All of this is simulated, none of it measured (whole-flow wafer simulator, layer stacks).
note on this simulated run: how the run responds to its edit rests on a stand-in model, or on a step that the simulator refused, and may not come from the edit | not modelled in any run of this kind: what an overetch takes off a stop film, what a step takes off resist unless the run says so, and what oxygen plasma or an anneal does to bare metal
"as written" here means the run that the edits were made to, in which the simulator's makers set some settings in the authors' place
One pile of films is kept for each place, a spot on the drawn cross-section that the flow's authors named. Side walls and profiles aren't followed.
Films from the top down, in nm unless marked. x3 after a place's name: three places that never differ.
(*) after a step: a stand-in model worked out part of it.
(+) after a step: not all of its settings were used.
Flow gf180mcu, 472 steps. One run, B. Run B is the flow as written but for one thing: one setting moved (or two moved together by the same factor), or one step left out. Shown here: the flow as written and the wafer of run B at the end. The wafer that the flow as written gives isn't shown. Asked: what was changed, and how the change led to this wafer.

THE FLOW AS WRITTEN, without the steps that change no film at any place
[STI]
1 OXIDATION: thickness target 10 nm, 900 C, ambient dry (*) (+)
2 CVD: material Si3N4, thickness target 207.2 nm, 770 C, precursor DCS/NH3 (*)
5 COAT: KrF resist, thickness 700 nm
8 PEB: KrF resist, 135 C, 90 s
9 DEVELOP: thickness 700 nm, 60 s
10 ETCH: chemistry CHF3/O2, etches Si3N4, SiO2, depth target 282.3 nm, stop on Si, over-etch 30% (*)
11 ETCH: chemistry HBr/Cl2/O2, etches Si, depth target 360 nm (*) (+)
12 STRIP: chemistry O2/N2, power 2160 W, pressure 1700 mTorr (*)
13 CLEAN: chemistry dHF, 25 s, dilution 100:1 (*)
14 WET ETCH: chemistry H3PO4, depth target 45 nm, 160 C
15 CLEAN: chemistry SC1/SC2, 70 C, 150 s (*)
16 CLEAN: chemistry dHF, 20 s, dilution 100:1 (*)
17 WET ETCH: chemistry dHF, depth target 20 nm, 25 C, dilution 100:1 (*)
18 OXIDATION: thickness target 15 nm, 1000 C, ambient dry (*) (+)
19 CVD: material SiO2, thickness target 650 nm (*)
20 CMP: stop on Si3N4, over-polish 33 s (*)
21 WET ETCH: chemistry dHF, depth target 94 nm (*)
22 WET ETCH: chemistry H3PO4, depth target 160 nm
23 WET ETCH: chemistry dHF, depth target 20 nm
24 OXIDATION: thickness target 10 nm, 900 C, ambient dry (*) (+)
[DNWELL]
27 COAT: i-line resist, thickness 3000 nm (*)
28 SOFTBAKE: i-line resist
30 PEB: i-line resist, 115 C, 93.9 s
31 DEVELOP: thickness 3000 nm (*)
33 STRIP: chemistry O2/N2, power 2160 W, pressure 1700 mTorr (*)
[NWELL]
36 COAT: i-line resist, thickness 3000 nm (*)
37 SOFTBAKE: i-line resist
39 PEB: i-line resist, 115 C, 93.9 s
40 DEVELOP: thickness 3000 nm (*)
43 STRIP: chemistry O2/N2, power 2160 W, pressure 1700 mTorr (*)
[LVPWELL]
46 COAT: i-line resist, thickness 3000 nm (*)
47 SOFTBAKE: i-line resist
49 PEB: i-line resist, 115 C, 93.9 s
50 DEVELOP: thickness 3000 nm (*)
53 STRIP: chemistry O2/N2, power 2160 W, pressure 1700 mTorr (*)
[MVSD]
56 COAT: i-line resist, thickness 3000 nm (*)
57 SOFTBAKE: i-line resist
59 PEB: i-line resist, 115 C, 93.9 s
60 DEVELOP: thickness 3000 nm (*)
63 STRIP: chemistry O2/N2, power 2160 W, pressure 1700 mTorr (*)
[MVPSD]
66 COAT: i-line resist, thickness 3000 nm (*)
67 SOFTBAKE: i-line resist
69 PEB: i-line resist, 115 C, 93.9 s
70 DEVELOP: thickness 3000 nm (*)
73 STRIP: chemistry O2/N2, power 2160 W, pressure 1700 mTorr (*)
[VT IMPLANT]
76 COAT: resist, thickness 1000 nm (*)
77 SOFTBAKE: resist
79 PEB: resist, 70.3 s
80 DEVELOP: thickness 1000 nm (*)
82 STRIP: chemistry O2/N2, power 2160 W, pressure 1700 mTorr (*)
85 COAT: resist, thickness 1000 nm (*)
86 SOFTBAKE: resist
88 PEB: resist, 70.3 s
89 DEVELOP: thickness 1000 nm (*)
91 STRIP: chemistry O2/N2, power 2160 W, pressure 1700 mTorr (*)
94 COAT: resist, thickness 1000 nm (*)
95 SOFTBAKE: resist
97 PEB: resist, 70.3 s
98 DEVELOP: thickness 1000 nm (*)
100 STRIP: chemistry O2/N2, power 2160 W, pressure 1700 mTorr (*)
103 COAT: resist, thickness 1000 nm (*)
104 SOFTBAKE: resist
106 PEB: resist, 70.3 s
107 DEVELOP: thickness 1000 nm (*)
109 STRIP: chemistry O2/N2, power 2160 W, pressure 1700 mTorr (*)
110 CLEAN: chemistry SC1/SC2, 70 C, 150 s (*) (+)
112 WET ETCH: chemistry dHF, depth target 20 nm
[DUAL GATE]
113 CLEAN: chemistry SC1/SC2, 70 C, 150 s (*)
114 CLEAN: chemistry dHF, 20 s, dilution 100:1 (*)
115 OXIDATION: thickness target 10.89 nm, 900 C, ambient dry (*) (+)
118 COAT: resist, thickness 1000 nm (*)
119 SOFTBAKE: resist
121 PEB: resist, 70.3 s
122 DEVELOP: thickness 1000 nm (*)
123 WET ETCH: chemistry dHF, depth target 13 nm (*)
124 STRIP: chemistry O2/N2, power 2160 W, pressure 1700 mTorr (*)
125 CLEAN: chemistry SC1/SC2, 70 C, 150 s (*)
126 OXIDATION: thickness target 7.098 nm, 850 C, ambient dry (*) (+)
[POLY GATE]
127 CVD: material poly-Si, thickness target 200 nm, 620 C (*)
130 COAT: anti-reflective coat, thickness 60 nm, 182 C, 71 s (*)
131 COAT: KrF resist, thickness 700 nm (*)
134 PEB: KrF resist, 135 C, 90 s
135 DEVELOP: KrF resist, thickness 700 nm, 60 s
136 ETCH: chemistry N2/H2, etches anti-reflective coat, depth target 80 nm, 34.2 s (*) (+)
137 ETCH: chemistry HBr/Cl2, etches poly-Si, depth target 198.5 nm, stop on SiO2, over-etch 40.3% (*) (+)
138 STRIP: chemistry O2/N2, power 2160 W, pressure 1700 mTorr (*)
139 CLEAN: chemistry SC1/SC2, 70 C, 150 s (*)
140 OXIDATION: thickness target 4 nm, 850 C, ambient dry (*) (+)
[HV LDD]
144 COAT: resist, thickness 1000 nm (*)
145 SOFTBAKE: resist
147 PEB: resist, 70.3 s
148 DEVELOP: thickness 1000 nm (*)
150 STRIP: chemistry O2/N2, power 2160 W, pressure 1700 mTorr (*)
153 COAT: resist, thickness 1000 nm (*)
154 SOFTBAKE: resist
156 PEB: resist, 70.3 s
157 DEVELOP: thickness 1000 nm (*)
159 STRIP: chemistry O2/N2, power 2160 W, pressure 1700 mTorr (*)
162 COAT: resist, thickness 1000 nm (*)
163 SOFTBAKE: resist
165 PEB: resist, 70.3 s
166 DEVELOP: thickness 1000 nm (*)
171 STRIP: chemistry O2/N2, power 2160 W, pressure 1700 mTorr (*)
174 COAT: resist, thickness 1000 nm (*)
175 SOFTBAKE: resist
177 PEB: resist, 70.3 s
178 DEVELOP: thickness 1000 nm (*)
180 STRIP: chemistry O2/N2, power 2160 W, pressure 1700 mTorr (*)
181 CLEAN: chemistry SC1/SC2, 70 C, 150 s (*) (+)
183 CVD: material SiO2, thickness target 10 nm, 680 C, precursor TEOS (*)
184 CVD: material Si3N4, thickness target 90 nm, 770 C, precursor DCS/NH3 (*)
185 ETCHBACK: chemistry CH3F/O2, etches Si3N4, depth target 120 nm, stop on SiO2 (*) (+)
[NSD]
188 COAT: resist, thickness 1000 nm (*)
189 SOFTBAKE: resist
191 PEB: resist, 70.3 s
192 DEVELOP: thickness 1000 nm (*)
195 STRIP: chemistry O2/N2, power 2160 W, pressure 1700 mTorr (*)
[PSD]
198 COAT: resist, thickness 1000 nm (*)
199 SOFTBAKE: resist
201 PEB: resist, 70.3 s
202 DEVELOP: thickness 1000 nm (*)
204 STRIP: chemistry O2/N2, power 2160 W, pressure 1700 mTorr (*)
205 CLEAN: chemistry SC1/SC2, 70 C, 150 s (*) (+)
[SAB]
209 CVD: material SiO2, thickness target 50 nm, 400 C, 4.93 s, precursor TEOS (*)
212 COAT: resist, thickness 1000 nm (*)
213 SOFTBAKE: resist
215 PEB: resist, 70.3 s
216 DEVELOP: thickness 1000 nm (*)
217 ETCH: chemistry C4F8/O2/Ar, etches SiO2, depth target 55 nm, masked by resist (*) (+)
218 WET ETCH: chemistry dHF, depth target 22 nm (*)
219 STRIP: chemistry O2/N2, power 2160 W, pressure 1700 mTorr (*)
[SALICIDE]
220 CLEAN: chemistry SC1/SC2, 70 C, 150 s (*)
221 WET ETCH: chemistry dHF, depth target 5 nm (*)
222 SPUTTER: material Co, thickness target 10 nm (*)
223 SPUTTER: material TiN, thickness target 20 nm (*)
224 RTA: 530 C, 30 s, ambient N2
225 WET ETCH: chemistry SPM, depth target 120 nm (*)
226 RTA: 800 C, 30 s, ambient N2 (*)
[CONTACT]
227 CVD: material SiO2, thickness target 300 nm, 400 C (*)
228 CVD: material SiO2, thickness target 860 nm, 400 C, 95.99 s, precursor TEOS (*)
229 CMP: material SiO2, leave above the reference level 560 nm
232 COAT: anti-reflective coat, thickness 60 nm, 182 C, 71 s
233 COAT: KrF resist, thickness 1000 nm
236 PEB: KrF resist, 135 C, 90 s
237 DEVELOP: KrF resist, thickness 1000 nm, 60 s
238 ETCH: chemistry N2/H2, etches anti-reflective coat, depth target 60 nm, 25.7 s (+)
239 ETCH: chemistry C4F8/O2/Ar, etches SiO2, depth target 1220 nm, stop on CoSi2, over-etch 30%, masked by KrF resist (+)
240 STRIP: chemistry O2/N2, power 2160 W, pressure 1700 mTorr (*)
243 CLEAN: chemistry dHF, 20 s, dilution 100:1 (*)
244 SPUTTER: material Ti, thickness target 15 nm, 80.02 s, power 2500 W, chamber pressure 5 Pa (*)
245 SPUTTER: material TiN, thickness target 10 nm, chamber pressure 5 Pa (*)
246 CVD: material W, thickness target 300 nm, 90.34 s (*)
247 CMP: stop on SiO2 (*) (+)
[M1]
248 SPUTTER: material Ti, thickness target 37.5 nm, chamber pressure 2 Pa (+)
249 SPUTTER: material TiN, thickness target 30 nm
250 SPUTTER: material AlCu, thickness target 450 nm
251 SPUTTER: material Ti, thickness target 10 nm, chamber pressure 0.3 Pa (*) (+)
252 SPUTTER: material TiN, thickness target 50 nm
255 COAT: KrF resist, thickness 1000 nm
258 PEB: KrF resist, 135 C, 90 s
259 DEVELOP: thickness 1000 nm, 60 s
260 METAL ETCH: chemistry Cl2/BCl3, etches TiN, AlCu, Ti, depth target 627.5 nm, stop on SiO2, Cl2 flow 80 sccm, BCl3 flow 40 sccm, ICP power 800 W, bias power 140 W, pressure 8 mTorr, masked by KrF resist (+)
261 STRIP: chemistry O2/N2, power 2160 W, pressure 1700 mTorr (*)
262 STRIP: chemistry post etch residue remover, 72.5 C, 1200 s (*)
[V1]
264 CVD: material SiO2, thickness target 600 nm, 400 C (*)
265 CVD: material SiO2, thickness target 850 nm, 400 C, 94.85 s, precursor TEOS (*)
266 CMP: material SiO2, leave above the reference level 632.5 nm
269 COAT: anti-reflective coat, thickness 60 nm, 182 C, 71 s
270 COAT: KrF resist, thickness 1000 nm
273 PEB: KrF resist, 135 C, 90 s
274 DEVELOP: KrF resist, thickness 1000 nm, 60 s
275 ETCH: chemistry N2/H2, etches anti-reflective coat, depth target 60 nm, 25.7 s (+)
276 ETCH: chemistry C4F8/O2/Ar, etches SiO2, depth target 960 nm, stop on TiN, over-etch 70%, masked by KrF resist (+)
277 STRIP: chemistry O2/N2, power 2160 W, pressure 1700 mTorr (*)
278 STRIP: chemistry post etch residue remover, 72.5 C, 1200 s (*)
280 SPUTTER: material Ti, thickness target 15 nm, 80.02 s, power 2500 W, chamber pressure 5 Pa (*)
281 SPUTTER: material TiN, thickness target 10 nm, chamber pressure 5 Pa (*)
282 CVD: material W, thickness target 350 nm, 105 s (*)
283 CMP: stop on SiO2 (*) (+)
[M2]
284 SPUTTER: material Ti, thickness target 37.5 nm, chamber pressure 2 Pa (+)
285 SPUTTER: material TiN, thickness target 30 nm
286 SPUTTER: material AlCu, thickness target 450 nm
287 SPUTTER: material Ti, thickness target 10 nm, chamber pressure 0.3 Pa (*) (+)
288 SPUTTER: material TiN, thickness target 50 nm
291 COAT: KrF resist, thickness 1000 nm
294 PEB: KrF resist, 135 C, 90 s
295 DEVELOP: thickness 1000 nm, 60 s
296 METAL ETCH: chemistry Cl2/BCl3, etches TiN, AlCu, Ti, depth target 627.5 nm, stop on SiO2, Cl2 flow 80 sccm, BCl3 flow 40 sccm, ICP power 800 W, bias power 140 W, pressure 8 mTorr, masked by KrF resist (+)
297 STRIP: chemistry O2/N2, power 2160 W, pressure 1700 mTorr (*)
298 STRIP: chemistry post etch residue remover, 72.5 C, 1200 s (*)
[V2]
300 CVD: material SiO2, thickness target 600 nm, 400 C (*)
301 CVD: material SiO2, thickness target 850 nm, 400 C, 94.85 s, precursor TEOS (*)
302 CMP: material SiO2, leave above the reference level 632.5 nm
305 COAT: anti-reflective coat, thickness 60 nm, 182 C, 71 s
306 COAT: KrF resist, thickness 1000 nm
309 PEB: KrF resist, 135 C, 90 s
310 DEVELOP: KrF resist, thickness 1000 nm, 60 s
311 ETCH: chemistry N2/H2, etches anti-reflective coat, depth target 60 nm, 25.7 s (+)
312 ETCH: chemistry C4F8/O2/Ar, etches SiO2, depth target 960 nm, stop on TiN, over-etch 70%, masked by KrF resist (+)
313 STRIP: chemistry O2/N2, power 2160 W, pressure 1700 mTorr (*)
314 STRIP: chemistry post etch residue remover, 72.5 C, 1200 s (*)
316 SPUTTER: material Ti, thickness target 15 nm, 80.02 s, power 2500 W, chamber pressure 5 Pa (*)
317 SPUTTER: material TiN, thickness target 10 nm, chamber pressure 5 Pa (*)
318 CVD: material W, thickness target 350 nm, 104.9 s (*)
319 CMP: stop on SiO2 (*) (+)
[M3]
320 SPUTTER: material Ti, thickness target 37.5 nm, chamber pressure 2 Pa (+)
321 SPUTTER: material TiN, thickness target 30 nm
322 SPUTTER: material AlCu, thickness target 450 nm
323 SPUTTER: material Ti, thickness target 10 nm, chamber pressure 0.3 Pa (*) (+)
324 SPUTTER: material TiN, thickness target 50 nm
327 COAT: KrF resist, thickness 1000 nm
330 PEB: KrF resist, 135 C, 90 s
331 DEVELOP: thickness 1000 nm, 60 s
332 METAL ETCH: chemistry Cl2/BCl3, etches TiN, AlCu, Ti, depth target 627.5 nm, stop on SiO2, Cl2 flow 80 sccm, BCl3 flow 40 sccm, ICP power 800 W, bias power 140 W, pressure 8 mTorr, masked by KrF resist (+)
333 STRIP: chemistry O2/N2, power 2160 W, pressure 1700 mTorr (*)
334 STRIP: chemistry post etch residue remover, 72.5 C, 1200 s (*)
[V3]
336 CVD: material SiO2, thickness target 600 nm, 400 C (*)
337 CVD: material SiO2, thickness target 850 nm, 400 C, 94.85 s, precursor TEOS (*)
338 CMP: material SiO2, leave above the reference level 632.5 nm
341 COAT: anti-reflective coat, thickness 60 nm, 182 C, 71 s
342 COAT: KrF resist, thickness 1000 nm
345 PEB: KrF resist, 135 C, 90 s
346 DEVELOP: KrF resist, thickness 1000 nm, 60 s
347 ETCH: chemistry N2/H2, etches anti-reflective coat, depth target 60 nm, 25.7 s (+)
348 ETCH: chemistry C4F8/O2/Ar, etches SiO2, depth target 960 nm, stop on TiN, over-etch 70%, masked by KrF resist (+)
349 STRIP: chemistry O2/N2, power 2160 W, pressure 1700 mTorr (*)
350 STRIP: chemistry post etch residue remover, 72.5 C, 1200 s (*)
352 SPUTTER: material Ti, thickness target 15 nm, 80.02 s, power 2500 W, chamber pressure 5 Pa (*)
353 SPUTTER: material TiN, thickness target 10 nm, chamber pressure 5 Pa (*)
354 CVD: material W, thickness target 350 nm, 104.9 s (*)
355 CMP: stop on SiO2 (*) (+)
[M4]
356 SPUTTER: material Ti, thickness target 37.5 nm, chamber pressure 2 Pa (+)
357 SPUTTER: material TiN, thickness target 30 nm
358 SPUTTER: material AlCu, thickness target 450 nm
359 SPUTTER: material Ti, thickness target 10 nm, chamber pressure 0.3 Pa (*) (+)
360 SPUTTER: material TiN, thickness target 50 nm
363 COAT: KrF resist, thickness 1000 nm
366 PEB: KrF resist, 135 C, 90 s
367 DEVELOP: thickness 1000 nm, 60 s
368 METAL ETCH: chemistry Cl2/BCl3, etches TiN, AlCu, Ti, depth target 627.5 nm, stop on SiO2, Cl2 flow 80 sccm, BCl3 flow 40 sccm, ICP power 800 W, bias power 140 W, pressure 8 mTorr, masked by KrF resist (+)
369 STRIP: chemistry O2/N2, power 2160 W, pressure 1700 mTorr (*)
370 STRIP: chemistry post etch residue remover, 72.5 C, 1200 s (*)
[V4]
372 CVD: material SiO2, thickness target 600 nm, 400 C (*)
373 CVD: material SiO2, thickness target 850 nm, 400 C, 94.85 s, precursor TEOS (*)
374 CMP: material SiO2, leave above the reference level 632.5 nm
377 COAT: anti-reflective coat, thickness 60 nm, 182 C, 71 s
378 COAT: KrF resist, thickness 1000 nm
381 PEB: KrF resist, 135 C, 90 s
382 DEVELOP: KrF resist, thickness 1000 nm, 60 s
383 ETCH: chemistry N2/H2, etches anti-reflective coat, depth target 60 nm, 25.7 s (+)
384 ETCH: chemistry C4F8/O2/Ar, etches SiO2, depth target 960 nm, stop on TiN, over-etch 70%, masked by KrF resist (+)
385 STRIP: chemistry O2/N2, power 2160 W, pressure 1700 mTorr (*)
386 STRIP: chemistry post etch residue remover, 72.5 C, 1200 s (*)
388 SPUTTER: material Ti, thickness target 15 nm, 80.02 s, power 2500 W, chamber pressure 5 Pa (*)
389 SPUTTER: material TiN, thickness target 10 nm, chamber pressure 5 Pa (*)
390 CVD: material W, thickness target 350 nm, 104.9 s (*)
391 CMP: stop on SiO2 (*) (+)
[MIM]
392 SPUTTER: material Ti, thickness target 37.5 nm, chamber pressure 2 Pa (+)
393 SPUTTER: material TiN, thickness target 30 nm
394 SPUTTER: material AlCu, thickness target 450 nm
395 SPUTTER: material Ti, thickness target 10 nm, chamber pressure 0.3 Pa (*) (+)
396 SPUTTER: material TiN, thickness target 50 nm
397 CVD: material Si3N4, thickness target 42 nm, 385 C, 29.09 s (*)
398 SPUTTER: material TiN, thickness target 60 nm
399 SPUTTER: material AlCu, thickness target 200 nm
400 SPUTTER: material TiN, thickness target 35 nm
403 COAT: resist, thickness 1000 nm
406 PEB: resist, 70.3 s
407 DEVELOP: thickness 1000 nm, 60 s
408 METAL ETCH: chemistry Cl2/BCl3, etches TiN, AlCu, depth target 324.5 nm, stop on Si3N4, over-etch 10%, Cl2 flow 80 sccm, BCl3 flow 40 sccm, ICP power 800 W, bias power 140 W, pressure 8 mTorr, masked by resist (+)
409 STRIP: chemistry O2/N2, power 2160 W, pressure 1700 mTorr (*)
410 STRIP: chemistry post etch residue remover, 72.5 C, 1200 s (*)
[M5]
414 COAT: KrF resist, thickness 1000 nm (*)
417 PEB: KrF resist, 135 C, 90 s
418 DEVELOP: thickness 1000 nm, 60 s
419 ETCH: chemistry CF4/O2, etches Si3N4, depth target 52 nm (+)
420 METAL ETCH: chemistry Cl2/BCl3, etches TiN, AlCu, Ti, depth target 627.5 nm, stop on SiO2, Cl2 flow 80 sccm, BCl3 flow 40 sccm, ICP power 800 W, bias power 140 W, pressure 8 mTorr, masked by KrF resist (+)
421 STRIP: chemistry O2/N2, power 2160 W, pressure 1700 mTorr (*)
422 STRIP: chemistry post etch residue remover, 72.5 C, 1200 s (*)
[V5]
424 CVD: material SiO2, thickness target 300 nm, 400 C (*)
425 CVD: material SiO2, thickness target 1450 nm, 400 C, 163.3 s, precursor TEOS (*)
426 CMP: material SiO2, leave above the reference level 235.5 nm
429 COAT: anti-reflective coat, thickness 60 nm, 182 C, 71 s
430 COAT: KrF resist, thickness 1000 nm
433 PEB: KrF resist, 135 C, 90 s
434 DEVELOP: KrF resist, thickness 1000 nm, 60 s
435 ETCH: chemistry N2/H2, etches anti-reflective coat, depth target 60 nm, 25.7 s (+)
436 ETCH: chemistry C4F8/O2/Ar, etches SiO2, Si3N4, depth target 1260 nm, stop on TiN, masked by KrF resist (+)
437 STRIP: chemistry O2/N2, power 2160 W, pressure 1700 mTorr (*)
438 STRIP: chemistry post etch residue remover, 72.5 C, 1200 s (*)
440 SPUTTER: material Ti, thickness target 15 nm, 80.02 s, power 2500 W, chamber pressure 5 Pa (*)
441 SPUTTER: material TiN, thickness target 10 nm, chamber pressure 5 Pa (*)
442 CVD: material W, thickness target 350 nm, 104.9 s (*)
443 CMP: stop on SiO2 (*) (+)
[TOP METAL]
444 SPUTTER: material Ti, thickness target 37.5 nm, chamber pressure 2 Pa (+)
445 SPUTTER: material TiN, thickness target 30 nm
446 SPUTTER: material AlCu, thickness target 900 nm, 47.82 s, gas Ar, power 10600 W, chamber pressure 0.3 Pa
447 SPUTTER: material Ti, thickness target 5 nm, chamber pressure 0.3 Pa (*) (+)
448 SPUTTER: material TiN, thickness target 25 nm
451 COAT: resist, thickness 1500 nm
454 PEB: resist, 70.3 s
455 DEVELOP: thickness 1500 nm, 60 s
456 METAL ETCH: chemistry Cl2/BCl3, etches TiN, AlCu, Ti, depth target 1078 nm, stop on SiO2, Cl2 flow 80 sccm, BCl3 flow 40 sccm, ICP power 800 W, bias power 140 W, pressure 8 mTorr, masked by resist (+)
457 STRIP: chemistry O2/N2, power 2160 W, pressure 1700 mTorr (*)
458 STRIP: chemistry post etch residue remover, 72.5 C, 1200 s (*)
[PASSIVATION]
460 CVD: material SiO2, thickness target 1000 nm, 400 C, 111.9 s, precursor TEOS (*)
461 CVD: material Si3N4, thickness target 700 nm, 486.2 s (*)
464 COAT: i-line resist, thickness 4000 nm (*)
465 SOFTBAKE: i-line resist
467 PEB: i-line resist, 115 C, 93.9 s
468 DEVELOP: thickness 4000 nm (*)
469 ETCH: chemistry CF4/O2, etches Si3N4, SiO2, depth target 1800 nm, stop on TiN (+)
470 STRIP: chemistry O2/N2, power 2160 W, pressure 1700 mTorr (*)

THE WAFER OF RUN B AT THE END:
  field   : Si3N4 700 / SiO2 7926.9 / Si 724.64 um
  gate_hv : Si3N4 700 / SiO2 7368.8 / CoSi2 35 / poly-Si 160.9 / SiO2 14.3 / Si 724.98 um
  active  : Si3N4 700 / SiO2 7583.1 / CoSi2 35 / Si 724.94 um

The cause: step 302, CMP: leave above the reference level 332.1 nm was run, where the flow has leave above the reference level 632.5 nm.

How the change led to this, step by step:
  302 CMP: material SiO2, leave above the reference level 632.5 nm
      field, field__w1, field__w2 and 103 more: SiO2 -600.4 (as written it would be: SiO2 -300)
      field__w8, contact, m1, m1__w1, m1_nw: SiO2 -1177.5 (as written it would be: SiO2 -877.1)
  312 ETCH: chemistry C4F8/O2/Ar, etches SiO2, depth target 960 nm, stop on TiN, over-etch 70%, masked by KrF resist (+)
      field, field__w1, field__w2 and 107 more: KrF resist -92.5 (as written it would be: KrF resist -192)
      contact: SiO2 -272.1 (all of it) (as written it would be: SiO2 -572.5 (all of it))
  313 STRIP: chemistry O2/N2, power 2160 W, pressure 1700 mTorr (*)
      field, field__w1, field__w2 and 107 more: KrF resist -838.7 (all of it), anti-reflective coat -60 (all of it) (as written it would be: KrF resist -739.2 (all of it), anti-reflective coat -60 (all of it))
  316 SPUTTER: material Ti, thickness target 15 nm, 80.02 s, power 2500 W, chamber pressure 5 Pa (*)
      contact: Ti +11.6 (new film) (as written it would be: Ti +9.65 (new film))
  317 SPUTTER: material TiN, thickness target 10 nm, chamber pressure 5 Pa (*)
      contact: TiN +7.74 (new film) (as written it would be: TiN +6.4 (new film))
  318 CVD: material W, thickness target 350 nm, 104.9 s (*)
      contact: W +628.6 (new film) (as written it would be: W +932.3 (new film))
